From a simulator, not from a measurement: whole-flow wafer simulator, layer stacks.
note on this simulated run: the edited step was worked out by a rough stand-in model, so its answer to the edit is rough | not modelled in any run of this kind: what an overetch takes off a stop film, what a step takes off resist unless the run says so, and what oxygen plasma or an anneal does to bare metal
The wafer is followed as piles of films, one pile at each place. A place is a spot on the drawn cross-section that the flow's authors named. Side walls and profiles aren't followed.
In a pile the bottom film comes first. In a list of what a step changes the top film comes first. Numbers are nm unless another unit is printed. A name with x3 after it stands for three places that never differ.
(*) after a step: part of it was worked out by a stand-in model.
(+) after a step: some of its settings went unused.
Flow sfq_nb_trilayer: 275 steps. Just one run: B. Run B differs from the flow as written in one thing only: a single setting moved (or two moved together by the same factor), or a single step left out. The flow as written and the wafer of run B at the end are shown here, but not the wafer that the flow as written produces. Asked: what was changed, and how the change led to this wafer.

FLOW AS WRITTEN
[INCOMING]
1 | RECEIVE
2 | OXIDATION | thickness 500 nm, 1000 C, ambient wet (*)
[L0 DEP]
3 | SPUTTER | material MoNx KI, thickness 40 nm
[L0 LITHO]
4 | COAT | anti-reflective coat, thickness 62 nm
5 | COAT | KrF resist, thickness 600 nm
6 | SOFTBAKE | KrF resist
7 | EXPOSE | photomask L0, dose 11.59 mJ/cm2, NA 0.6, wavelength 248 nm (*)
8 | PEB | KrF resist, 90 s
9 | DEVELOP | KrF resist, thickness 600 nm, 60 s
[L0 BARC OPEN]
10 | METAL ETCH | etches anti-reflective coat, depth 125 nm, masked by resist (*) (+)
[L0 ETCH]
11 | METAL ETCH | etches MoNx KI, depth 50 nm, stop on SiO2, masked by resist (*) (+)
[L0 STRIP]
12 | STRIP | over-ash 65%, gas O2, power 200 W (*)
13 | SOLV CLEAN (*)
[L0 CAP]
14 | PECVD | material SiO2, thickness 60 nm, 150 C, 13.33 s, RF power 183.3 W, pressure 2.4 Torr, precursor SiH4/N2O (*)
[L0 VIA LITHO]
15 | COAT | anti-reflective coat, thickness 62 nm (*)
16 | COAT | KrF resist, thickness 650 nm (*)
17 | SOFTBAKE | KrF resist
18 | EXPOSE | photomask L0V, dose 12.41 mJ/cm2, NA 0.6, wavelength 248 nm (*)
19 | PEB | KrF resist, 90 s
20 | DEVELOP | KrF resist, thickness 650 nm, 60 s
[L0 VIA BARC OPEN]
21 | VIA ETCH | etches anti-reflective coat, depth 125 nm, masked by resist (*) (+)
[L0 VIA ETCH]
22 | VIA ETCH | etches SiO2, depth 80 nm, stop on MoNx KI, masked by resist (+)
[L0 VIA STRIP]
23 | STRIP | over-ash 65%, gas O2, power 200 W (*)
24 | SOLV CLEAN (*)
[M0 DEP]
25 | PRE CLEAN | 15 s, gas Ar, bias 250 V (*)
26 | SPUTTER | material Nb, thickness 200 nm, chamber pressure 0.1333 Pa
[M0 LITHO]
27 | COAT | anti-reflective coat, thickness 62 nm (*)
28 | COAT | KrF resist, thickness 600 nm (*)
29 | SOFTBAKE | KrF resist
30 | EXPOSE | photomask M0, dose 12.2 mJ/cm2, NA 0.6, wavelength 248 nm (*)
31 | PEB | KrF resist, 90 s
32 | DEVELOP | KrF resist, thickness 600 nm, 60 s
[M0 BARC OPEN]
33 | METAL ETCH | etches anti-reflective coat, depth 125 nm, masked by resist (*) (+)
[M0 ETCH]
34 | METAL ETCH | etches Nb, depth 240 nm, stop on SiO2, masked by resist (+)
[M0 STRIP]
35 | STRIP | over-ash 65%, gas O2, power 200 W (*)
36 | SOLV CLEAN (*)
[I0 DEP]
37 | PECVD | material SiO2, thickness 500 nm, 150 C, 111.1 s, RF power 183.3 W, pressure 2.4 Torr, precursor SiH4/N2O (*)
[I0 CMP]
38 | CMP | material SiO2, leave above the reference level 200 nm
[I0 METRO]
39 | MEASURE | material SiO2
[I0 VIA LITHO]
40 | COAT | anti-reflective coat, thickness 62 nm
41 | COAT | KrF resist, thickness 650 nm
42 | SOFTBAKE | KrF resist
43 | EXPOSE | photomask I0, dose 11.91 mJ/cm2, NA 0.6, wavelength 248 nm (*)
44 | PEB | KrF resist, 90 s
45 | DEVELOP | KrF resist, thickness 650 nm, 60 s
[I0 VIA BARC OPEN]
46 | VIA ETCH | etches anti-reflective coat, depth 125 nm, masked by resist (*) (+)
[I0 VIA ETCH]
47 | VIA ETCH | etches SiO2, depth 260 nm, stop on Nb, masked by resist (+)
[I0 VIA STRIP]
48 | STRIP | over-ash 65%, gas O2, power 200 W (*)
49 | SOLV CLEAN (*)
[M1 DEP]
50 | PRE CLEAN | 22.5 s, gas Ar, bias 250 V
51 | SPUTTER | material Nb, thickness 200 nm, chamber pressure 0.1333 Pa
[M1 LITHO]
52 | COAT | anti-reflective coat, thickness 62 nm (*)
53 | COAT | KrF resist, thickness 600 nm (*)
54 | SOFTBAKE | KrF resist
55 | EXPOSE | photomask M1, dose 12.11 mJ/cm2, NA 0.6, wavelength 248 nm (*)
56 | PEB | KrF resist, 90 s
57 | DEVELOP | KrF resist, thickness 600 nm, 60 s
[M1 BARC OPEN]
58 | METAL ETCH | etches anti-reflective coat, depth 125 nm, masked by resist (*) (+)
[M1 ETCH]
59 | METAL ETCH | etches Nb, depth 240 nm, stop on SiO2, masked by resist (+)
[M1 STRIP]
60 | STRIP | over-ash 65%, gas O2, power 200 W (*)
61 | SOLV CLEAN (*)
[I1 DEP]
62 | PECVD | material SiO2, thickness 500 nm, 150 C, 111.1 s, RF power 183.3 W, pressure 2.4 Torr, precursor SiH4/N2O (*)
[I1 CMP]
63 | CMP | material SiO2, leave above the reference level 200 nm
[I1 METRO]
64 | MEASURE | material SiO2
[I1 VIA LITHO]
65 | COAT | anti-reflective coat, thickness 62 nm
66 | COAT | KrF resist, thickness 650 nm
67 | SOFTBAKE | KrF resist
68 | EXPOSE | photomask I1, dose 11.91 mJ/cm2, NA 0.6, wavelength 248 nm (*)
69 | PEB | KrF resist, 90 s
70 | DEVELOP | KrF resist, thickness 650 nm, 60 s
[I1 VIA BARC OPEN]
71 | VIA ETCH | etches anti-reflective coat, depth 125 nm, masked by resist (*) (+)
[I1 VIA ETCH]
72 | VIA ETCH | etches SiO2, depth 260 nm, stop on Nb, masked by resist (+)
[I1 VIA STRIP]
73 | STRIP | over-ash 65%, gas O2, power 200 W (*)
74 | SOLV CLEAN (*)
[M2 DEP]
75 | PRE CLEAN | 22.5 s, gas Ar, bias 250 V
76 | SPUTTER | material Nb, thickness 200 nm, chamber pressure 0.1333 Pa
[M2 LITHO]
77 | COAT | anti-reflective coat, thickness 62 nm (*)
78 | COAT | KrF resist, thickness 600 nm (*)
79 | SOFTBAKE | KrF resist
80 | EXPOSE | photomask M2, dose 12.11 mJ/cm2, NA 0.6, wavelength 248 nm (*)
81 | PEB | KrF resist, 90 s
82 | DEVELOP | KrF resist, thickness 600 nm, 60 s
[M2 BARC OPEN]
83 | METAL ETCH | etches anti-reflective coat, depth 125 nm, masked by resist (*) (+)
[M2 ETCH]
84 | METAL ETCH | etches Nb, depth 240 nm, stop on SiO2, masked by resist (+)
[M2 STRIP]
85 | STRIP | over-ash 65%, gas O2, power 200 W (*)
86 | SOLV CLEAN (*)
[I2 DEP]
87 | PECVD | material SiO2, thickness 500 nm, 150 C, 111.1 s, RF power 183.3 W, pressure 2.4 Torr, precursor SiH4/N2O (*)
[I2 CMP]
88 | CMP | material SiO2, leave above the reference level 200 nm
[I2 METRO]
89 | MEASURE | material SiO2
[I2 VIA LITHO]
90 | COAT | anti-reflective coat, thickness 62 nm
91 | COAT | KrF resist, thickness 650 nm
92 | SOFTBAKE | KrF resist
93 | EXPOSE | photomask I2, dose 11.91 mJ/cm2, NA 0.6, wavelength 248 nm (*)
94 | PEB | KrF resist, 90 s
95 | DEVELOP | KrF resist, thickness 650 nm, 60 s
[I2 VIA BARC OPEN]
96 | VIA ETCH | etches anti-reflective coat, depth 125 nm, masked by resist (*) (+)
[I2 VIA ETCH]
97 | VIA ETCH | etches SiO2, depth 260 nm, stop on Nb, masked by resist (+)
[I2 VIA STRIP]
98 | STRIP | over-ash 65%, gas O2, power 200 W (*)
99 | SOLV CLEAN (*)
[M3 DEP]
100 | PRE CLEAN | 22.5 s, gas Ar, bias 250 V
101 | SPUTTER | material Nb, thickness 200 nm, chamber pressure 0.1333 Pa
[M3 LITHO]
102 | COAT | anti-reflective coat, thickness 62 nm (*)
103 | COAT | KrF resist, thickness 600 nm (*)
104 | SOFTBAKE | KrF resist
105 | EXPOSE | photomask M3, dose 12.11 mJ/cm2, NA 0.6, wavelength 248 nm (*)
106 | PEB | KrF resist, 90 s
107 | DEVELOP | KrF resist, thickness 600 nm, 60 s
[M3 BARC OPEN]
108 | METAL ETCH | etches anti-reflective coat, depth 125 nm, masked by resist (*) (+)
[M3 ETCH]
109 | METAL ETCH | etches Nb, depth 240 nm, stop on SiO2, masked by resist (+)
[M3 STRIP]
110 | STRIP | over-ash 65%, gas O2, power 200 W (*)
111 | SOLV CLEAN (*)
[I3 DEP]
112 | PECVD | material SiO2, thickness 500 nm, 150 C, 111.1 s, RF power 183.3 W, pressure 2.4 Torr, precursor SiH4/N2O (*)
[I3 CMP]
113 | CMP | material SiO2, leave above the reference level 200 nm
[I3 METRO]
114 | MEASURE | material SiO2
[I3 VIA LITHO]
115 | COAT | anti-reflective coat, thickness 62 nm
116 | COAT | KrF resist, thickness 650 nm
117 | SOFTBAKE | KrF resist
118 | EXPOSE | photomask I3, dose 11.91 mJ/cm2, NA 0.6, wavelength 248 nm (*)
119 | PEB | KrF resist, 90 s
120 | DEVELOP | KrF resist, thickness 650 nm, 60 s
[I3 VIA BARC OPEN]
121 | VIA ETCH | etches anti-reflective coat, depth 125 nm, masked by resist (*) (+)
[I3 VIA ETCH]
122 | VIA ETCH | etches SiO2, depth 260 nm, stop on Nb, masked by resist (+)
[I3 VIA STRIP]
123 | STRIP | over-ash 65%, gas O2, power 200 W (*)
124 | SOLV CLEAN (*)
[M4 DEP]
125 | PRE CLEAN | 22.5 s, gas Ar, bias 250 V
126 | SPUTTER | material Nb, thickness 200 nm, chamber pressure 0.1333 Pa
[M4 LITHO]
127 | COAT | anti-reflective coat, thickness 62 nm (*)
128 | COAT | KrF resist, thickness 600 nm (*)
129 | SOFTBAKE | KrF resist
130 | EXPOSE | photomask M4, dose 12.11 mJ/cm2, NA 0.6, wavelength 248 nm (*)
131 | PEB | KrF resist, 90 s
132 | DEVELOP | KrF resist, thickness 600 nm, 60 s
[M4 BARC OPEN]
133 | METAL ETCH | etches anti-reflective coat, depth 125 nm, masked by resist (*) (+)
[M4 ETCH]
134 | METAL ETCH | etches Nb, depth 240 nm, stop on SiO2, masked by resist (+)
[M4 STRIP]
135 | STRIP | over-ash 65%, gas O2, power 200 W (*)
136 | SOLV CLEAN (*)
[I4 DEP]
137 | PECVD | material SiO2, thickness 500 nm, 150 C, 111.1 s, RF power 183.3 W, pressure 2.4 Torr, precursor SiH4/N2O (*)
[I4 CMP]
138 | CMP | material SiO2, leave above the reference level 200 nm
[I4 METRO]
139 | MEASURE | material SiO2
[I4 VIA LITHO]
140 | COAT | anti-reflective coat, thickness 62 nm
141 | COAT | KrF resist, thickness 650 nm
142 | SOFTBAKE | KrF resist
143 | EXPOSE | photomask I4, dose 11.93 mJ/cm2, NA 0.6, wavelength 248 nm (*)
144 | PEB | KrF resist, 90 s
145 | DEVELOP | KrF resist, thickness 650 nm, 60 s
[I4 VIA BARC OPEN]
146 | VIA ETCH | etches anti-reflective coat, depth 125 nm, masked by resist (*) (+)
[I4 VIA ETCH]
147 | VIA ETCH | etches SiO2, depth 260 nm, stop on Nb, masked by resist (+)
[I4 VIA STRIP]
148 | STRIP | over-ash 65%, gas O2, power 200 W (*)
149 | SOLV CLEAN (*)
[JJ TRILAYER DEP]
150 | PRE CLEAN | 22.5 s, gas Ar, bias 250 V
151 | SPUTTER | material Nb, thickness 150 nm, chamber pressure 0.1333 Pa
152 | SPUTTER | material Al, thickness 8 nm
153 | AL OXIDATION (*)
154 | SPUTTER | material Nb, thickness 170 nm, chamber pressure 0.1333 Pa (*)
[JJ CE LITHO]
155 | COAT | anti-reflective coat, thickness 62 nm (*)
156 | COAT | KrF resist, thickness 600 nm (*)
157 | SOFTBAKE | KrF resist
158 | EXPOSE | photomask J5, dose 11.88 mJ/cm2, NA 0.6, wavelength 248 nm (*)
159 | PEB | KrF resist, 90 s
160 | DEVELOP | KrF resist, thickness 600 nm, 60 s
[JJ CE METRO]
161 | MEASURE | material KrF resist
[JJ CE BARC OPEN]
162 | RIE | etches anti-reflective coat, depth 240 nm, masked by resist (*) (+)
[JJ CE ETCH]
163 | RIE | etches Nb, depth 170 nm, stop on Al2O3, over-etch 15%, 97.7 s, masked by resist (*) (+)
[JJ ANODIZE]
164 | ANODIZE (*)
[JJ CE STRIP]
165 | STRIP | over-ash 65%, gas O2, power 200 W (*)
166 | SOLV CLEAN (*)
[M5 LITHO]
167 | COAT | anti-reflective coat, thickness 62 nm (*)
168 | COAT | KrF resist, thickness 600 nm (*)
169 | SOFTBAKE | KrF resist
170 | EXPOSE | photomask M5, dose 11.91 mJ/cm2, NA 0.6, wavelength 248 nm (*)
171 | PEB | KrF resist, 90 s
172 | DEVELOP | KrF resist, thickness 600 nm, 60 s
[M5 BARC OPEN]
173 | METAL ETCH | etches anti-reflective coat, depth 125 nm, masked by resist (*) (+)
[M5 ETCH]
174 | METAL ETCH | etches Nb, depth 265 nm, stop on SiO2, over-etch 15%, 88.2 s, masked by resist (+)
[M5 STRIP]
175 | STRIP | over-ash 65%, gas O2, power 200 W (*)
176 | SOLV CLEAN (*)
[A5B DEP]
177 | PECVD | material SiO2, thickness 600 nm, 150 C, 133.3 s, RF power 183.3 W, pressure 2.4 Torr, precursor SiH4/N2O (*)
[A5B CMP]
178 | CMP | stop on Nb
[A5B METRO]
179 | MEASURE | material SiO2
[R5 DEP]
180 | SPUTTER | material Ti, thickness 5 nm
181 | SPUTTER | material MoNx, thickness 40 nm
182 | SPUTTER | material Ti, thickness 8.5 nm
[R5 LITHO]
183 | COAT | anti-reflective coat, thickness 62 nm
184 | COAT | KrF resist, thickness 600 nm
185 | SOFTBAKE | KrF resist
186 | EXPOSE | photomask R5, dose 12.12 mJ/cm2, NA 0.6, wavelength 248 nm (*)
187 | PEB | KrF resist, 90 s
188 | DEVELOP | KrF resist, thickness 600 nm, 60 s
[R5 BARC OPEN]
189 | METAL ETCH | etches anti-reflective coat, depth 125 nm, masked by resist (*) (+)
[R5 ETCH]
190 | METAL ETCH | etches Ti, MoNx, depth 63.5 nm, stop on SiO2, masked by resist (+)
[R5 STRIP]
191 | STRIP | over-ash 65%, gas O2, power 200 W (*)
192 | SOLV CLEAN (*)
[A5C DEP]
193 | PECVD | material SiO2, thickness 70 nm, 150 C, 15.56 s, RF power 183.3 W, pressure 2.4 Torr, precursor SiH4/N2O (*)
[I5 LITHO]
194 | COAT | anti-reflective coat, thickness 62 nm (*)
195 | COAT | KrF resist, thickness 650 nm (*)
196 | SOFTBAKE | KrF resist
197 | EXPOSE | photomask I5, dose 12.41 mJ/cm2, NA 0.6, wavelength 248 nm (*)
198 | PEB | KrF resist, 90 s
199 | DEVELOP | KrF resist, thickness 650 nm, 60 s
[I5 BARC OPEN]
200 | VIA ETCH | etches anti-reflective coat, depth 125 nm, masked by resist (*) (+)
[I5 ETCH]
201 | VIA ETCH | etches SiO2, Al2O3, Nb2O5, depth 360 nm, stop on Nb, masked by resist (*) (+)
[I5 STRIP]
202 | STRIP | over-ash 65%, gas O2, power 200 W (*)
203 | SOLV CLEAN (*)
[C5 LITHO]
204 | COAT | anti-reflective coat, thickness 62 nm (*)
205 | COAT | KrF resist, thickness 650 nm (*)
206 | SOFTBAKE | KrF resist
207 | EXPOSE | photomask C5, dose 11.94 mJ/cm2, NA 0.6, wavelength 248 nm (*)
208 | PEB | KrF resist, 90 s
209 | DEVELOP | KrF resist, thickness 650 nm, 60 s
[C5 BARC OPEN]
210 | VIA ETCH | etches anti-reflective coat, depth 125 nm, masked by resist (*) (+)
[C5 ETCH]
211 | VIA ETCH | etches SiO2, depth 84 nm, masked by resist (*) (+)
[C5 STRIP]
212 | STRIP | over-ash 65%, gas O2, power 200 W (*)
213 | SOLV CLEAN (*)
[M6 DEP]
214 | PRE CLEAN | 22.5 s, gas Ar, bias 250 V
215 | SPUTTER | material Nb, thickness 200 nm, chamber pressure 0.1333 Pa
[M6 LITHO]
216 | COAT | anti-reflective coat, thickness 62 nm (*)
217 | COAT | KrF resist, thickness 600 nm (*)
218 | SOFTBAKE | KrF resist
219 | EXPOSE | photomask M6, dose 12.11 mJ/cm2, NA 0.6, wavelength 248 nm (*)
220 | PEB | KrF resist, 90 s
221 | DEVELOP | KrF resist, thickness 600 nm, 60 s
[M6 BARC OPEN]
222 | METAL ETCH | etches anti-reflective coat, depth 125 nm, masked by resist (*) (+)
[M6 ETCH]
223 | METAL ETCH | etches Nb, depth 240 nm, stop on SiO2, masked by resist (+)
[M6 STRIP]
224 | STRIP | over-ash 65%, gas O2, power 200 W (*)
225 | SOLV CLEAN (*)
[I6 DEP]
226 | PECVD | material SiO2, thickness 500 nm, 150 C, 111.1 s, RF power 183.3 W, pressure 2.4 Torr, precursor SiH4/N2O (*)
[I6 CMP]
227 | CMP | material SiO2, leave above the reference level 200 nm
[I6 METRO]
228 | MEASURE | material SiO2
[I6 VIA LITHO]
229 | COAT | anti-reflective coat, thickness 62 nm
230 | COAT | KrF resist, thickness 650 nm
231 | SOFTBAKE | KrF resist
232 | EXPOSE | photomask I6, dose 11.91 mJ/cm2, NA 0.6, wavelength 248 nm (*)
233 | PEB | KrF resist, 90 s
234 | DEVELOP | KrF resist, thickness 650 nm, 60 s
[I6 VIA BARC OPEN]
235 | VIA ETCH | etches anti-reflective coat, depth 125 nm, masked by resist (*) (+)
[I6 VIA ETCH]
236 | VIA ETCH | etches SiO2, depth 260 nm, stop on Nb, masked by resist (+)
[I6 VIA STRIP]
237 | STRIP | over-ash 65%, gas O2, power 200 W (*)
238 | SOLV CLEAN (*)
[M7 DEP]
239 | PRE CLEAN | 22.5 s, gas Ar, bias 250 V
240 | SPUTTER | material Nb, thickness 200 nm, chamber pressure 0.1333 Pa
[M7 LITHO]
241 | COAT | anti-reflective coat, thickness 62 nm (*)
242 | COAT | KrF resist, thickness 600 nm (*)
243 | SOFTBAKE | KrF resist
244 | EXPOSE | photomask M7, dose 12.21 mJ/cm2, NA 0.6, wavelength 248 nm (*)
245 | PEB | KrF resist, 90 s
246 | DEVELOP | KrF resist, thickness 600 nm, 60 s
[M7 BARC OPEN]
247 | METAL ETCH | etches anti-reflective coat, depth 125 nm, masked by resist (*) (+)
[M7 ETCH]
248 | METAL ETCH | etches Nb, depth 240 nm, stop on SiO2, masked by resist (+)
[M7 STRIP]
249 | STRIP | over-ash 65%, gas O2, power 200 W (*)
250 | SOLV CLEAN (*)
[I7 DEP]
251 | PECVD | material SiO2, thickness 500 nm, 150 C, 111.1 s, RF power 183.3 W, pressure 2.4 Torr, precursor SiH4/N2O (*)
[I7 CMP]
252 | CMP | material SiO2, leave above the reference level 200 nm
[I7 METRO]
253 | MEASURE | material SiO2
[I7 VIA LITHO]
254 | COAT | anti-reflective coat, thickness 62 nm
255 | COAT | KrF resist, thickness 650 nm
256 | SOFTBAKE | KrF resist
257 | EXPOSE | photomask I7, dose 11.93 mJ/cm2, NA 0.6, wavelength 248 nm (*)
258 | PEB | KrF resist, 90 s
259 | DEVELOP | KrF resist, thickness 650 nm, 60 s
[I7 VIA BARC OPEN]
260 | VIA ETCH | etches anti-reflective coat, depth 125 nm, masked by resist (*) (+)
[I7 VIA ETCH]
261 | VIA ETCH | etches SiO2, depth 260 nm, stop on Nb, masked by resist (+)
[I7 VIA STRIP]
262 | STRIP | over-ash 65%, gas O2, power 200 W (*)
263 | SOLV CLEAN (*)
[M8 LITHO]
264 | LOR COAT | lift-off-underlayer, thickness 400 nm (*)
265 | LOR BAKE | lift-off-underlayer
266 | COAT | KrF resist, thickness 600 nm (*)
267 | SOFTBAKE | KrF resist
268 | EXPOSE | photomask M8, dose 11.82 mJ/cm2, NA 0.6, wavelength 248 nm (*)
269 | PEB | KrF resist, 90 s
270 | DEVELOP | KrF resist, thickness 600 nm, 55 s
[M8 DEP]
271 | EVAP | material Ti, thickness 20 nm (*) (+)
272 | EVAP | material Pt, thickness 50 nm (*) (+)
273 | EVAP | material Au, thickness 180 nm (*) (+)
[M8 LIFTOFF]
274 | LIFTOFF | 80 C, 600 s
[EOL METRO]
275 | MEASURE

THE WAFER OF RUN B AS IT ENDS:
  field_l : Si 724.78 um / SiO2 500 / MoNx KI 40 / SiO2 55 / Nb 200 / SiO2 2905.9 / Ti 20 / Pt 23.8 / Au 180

The reason: step 272, EVAP: thickness 23.8 nm was run, while the flow as written has thickness 50 nm.
The wafer itself shows it: field_l has Pt 23.8, and step 272 as written asks for 50 nm.

The path from the change to this, step by step:
  272 | EVAP | material Pt, thickness 50 nm (*) (+)
      field_l, v_sur, via_wl and 103 more: Pt gains 23.8 (new film) (it would be, as written: Pt gains 50 (new film))
  274 | LIFTOFF | 80 C, 600 s
      p4_fl x3, p4_w1 x9, p4_g1 x2 and 60 more: Au loses 180 (all of it), Pt loses 23.8 (all of it), Ti loses 20 (all of it), KrF resist loses 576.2 (all of it), lift-off-underlayer loses 400 (all of it) (it would be, as written: Au loses 180 (all of it), Pt loses 50 (all of it), Ti loses 20 (all of it), KrF resist loses 576.2 (all of it), lift-off-underlayer loses 400 (all of it))
      c5j, ce_r: Au loses 180 (all of it), Pt loses 23.8 (all of it), Ti loses 20 (all of it), KrF resist loses 573.3 (all of it), lift-off-underlayer loses 399.3 (all of it) (it would be, as written: Au loses 180 (all of it), Pt loses 50 (all of it), Ti loses 20 (all of it), KrF resist loses 573.3 (all of it), lift-off-underlayer loses 399.3 (all of it))
      (and at 19 other places as well)
